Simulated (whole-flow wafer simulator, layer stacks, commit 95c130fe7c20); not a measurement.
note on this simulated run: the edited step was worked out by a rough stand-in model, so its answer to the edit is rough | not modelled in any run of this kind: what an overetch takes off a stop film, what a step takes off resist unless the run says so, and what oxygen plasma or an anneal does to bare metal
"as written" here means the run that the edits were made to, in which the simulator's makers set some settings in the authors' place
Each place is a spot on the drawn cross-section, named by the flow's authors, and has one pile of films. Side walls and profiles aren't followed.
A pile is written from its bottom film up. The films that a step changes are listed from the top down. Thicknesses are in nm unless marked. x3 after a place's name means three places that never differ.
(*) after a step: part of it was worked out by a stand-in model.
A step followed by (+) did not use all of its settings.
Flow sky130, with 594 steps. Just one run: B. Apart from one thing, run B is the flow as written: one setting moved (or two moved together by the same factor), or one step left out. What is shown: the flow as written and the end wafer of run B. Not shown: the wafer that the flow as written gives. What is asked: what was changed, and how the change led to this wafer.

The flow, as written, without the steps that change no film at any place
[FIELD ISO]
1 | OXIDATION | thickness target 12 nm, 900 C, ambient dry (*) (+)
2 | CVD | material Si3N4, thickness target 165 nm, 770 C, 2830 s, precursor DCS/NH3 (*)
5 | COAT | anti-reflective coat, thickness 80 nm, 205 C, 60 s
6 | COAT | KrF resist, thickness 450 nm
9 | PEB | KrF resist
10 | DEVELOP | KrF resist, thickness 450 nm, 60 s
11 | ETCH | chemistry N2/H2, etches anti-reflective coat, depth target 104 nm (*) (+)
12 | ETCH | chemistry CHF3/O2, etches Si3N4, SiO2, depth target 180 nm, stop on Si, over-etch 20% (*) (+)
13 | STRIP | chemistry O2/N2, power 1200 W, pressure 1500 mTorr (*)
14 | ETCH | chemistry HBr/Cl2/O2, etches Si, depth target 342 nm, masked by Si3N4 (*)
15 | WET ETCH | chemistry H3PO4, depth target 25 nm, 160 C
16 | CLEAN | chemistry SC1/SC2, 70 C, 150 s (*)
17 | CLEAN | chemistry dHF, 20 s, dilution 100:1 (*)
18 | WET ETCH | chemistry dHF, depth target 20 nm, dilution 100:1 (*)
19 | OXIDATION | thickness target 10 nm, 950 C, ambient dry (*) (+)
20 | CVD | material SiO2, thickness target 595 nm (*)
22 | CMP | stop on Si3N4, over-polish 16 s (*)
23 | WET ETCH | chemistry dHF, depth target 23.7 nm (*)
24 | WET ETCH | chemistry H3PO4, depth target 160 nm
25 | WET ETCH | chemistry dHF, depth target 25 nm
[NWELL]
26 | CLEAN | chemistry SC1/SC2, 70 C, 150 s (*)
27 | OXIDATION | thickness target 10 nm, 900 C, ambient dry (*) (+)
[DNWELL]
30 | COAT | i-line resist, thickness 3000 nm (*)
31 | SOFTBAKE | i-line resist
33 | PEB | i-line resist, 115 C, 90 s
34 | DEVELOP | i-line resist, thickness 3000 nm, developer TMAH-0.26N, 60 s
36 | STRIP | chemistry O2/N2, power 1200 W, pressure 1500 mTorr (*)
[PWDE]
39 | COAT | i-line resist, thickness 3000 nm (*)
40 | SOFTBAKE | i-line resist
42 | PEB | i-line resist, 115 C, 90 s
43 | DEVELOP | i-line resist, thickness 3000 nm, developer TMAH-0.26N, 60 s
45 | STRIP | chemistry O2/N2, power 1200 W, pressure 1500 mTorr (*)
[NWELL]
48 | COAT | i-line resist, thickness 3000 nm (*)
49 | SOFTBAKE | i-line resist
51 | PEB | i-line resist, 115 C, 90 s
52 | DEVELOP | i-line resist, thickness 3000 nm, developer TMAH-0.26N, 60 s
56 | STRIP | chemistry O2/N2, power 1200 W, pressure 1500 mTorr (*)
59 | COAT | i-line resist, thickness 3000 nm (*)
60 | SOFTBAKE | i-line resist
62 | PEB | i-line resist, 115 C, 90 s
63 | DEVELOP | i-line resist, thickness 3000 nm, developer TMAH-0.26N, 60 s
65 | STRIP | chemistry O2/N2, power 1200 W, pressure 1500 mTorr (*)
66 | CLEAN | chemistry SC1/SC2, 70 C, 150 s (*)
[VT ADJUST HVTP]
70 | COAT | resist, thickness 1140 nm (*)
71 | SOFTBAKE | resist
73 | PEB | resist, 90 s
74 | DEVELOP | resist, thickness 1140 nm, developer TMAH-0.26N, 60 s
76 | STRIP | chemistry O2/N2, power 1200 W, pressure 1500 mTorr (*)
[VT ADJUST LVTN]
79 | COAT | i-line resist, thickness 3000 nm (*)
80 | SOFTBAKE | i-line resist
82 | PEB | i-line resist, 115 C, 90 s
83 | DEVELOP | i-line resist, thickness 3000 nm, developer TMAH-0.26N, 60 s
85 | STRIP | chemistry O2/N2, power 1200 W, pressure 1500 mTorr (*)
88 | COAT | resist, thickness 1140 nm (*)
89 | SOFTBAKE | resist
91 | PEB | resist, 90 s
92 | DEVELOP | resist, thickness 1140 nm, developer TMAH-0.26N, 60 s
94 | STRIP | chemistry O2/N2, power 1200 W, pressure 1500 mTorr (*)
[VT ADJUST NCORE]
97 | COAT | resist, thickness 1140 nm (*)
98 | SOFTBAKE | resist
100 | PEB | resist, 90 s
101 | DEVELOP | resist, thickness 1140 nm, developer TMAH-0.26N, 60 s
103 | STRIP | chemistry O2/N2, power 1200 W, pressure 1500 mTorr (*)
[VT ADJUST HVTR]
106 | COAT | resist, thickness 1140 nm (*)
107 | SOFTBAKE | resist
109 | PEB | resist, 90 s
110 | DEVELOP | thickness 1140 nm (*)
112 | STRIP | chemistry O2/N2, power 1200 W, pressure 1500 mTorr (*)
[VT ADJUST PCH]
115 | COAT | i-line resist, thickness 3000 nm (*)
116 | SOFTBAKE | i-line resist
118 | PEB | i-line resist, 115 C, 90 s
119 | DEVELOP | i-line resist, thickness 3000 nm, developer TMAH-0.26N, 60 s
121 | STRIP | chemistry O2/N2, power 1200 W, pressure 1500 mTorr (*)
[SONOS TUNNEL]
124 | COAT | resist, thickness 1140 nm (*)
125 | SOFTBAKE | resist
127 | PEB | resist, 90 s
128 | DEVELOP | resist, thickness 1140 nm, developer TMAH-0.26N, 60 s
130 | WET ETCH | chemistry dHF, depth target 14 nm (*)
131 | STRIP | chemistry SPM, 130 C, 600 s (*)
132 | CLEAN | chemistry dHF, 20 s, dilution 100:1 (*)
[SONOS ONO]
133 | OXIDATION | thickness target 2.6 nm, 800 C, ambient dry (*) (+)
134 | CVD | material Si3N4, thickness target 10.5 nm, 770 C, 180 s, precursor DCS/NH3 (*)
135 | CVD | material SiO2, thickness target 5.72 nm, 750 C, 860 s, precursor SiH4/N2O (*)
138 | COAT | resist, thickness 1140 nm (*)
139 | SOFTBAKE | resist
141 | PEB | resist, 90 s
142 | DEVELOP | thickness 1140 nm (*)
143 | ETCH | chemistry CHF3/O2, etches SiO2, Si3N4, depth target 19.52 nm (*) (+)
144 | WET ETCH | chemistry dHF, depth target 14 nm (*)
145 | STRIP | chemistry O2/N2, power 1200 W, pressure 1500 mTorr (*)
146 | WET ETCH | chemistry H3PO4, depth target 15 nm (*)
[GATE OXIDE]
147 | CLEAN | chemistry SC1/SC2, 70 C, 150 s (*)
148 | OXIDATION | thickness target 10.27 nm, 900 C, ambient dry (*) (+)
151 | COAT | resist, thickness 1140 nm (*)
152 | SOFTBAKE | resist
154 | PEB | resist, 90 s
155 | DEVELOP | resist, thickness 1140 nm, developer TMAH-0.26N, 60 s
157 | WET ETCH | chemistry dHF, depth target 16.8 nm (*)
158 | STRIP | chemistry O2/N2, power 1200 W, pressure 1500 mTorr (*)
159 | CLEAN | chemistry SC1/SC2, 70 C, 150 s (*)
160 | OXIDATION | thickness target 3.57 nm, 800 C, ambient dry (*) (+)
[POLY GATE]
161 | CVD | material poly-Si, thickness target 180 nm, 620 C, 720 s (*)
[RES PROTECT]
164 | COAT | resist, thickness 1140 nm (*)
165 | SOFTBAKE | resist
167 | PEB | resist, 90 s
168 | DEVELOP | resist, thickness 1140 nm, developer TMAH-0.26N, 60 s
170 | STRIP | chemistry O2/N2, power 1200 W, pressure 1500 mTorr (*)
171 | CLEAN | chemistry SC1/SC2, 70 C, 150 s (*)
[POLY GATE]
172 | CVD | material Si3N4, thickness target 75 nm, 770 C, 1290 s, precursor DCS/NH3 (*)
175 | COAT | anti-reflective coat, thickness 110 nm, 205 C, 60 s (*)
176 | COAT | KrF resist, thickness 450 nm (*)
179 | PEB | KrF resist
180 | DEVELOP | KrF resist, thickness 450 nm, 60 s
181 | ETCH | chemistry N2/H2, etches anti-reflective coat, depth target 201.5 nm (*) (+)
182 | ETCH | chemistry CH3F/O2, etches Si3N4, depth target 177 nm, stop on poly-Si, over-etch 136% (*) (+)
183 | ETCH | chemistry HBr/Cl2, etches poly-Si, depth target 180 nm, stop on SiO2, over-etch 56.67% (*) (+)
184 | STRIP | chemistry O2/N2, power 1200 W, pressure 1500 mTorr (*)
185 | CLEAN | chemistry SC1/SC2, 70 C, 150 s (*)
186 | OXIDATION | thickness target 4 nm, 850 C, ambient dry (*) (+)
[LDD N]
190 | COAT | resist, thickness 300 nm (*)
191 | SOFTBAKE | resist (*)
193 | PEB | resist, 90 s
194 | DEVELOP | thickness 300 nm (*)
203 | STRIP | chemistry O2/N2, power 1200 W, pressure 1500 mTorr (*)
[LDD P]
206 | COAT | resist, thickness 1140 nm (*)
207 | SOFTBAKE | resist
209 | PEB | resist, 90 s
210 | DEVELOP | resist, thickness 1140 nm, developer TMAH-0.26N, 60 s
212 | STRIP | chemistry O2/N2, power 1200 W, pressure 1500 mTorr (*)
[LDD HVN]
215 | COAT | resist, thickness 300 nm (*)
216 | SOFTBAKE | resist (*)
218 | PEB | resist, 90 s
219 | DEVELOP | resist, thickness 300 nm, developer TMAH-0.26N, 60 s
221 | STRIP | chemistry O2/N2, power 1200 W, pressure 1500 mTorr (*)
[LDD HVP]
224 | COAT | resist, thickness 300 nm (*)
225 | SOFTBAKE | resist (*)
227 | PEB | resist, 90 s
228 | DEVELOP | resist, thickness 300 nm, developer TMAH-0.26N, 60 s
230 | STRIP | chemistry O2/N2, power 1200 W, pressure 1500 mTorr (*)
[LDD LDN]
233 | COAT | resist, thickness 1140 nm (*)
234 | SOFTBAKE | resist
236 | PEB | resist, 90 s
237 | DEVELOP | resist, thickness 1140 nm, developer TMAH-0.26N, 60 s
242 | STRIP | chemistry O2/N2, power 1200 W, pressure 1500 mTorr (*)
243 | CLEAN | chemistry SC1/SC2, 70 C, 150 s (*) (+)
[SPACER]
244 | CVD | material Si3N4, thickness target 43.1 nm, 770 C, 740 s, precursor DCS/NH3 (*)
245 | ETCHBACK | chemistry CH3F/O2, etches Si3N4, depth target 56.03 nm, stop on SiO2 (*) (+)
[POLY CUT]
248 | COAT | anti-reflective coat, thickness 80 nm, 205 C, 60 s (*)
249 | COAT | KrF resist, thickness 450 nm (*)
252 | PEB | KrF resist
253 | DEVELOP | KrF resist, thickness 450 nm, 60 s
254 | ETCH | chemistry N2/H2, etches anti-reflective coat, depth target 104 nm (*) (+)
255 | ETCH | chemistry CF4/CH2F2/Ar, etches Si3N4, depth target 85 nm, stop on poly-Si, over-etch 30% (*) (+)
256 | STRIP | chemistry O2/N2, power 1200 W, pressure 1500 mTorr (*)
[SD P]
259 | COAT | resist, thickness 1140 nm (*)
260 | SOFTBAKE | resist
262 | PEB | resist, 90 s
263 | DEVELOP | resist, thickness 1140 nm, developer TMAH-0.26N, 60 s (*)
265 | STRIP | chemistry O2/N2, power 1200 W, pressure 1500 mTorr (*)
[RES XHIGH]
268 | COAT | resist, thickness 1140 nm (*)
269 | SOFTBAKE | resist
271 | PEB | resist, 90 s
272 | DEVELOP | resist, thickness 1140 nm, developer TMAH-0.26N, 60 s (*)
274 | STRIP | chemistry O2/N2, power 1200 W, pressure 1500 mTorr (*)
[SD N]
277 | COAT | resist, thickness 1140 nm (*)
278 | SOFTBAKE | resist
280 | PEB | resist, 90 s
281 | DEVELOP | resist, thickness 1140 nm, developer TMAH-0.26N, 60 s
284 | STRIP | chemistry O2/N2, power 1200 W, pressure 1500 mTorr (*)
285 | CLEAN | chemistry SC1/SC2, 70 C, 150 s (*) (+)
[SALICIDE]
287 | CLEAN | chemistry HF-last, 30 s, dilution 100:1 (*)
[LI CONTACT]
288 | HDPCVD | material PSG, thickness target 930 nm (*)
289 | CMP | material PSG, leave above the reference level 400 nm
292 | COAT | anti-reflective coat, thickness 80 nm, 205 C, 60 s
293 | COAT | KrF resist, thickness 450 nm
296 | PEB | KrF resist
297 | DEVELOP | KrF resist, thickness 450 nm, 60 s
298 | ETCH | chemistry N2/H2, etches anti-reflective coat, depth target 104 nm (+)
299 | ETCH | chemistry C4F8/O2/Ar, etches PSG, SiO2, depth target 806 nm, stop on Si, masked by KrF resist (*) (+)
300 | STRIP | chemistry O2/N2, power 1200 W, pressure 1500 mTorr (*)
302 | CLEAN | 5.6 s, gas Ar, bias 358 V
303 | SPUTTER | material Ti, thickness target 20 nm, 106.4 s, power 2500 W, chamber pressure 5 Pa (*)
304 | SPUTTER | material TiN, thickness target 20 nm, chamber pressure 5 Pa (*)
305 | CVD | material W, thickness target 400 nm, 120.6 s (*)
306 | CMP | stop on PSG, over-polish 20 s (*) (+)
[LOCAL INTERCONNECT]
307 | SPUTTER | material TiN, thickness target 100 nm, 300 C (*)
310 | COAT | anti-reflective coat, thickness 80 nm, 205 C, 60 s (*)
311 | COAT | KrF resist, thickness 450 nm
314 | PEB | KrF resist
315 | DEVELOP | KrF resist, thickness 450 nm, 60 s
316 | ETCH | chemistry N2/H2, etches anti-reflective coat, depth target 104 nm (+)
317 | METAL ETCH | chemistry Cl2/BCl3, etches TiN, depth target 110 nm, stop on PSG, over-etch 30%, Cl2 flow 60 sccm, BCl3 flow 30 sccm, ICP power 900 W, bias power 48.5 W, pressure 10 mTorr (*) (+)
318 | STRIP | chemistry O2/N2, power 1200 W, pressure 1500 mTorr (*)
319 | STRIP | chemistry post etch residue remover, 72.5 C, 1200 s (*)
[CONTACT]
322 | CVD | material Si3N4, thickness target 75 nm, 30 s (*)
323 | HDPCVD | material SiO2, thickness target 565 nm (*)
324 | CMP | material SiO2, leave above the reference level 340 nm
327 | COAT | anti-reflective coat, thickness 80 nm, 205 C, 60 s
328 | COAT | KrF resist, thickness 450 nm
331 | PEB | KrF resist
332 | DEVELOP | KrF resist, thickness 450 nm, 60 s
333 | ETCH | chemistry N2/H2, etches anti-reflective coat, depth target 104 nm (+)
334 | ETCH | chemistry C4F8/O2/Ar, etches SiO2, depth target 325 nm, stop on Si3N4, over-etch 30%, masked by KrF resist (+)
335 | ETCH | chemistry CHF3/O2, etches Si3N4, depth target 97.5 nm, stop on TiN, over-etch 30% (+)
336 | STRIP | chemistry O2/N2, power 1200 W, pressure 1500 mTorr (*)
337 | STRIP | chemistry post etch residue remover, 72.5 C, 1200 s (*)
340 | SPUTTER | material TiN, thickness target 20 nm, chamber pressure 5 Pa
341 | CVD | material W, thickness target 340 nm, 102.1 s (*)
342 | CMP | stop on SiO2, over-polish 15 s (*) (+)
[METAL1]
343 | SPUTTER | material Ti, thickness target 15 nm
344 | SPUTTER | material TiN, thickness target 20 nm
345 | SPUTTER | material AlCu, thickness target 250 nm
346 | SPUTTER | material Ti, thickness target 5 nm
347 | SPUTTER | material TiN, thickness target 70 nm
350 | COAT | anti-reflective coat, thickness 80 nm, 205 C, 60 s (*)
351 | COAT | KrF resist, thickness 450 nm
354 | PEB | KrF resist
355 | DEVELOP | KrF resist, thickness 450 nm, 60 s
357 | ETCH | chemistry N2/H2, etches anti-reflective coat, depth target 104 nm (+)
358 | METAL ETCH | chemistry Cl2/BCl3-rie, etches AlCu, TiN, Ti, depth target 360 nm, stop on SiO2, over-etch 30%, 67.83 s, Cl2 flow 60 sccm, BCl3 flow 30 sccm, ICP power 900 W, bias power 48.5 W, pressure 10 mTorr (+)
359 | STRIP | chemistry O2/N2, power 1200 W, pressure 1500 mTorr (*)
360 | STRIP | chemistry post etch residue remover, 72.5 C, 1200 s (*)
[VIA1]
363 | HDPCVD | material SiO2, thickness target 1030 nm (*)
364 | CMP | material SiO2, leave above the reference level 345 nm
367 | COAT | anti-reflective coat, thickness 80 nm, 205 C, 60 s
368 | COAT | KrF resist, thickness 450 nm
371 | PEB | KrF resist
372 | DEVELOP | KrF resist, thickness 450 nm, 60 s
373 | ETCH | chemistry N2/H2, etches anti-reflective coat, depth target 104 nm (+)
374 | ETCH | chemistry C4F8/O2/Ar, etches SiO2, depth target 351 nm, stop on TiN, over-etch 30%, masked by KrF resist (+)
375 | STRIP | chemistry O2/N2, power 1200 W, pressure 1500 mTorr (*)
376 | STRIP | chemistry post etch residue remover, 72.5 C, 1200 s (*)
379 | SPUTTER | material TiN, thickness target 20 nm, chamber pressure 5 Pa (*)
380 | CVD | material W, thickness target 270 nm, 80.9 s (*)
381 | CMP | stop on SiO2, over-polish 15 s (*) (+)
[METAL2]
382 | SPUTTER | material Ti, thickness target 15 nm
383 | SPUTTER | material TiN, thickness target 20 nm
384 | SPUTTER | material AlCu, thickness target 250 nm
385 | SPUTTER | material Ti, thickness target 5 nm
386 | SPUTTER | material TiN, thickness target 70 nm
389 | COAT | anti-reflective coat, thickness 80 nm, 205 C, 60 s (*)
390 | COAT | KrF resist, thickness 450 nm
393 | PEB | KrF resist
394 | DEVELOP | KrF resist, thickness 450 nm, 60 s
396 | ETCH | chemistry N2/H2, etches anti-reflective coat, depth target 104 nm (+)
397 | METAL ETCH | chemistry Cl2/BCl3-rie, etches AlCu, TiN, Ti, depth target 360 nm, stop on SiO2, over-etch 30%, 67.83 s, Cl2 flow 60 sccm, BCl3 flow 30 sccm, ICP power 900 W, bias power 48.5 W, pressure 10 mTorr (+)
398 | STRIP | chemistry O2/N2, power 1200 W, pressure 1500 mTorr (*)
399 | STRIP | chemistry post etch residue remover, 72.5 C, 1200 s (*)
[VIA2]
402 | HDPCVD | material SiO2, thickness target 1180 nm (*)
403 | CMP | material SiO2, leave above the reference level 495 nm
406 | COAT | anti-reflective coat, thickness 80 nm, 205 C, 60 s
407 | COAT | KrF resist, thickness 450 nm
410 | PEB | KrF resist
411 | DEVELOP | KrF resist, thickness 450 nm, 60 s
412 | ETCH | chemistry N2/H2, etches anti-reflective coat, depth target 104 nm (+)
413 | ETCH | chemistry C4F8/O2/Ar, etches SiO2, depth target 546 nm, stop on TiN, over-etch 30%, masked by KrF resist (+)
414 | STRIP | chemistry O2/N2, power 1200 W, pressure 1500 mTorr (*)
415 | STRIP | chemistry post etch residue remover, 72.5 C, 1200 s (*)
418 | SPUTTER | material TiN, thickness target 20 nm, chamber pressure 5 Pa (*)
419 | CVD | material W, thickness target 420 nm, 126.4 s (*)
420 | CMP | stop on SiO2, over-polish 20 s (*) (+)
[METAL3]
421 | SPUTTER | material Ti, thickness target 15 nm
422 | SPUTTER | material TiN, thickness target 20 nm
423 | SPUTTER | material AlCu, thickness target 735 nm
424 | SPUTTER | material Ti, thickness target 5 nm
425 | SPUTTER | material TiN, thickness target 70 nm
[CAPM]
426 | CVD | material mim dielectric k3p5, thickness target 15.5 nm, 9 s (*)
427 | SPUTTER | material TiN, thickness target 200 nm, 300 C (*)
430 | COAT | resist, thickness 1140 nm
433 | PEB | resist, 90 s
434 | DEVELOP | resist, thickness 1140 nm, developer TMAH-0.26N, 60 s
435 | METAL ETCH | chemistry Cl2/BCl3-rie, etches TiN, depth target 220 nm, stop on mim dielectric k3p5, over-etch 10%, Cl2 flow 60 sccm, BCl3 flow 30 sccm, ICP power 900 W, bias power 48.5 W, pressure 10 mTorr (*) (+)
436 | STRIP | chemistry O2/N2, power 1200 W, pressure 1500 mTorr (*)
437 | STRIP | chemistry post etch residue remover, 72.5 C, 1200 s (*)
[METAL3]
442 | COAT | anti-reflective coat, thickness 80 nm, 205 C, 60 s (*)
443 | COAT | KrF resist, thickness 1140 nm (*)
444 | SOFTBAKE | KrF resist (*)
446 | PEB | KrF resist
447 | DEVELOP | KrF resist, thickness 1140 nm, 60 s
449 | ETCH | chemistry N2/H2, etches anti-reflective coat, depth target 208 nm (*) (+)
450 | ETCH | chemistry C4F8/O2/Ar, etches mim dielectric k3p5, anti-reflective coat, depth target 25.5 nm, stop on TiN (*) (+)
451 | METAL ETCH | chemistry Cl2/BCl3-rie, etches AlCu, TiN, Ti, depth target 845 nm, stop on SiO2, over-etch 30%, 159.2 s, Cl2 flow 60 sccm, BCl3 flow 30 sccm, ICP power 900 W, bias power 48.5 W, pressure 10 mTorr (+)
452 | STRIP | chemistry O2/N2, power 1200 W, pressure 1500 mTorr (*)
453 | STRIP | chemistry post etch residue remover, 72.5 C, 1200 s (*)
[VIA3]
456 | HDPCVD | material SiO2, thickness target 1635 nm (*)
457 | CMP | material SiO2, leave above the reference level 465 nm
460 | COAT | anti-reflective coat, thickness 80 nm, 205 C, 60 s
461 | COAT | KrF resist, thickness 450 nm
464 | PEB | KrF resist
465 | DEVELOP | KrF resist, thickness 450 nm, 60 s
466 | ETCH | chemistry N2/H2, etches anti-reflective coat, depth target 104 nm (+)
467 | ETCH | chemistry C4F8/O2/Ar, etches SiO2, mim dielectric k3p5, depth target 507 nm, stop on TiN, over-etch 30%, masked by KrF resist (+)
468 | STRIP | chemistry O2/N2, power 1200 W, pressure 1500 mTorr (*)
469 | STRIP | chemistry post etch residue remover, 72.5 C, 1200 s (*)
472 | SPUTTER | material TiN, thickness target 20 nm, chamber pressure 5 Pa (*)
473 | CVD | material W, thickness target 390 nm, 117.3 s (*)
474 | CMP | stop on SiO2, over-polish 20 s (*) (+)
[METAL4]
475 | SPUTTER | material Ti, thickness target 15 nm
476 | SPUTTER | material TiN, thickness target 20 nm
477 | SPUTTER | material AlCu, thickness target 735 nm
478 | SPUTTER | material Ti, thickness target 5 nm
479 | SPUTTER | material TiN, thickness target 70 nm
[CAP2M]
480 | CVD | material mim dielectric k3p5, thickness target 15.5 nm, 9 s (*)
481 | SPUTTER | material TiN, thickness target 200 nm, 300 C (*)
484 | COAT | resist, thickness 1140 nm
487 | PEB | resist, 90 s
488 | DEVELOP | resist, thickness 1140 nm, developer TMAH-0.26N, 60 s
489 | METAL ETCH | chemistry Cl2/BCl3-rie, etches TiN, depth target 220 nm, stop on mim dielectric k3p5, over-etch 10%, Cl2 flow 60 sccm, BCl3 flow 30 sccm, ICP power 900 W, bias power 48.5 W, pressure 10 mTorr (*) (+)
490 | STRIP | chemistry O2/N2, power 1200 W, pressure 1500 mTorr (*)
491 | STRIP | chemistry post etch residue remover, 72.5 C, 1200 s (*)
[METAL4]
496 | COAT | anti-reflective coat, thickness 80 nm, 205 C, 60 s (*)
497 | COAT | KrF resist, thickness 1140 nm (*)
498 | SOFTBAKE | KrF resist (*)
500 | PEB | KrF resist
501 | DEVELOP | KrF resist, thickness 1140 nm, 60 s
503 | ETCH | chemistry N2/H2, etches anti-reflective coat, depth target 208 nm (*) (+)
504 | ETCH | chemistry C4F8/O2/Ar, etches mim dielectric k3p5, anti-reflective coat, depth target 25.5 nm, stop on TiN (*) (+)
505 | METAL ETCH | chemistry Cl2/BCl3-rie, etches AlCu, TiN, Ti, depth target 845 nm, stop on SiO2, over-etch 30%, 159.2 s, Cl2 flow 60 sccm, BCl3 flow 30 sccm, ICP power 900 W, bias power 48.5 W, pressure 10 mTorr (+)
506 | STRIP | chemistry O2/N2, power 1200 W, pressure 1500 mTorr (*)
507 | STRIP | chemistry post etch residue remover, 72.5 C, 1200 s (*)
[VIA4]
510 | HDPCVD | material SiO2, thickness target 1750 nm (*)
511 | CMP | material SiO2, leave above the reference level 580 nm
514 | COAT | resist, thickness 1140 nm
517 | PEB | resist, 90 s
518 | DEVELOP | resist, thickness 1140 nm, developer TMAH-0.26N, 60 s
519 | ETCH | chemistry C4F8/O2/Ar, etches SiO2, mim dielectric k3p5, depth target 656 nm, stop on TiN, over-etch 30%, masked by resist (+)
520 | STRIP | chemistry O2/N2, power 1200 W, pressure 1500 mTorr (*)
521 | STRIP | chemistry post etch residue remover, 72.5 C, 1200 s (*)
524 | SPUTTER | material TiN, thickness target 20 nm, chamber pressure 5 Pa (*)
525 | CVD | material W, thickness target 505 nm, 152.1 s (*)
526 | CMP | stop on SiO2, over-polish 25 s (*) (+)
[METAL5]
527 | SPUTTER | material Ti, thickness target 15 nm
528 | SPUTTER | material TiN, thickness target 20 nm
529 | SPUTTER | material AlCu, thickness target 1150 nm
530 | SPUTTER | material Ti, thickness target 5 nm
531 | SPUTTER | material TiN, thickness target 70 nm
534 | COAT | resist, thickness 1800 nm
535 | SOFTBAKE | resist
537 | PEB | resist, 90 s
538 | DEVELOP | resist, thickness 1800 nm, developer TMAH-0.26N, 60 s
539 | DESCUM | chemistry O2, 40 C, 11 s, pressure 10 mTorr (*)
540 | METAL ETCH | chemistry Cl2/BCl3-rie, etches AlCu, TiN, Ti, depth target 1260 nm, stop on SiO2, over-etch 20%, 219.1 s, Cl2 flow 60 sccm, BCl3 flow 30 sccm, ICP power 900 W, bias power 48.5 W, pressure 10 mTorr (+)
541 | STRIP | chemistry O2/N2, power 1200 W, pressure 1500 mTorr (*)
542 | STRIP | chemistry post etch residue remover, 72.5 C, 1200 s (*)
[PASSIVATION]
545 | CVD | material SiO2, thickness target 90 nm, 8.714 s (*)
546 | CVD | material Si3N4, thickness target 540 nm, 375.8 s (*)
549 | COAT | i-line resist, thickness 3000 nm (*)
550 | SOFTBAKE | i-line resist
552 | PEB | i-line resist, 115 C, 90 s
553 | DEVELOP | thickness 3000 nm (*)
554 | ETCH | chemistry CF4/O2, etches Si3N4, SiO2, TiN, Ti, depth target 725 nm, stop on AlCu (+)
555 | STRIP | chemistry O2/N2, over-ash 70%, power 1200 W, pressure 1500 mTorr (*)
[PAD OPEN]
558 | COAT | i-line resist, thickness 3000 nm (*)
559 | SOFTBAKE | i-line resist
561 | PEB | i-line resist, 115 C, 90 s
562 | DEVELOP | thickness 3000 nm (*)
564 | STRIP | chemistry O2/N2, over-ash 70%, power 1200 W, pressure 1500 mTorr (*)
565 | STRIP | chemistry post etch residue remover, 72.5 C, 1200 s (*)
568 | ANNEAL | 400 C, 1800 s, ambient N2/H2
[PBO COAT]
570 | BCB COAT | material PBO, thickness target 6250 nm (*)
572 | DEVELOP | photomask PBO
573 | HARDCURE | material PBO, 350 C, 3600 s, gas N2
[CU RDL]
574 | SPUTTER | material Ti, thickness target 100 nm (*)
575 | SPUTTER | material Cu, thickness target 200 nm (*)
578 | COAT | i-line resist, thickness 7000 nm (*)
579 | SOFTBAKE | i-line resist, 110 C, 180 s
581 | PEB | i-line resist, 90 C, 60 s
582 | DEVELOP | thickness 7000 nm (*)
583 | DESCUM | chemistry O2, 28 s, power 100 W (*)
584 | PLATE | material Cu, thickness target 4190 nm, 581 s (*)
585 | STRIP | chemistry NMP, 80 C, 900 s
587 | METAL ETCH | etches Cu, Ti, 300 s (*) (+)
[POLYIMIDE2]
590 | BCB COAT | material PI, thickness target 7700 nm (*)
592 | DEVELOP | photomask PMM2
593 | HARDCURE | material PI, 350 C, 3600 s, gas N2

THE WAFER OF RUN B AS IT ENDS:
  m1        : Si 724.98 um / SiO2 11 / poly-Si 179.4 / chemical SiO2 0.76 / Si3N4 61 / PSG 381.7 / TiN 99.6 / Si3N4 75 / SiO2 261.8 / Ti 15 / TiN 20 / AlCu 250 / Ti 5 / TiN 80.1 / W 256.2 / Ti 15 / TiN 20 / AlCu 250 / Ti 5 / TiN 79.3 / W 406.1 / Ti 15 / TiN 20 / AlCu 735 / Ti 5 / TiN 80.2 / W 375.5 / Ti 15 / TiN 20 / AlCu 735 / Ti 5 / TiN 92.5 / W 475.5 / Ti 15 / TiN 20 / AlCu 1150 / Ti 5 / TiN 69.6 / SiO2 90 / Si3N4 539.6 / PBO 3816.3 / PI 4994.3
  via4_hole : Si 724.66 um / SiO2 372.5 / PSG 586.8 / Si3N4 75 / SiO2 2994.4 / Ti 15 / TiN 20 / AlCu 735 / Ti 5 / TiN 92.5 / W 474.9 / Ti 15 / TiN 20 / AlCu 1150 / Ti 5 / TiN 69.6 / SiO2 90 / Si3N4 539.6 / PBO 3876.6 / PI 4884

The reason: step 524, SPUTTER: thickness target 30 nm was run, whereas the flow has thickness target 20 nm.

The path from the change to this, step by step:
  524 | SPUTTER | material TiN, thickness target 20 nm, chamber pressure 5 Pa (*)
      field, active, n_well and 188 more: +30 TiN (new film) (it would be, as written: +20 TiN (new film))
      m1, via4_hole: +22.9 TiN (it would be, as written: +15.3 TiN)
  526 | CMP | stop on SiO2, over-polish 25 s (*) (+)
      field, active, n_well and 188 more: -505 W (all of it), -30 TiN (all of it), -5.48 SiO2 (it would be, as written: -505 W (all of it), -20 TiN (all of it), -5.48 SiO2)
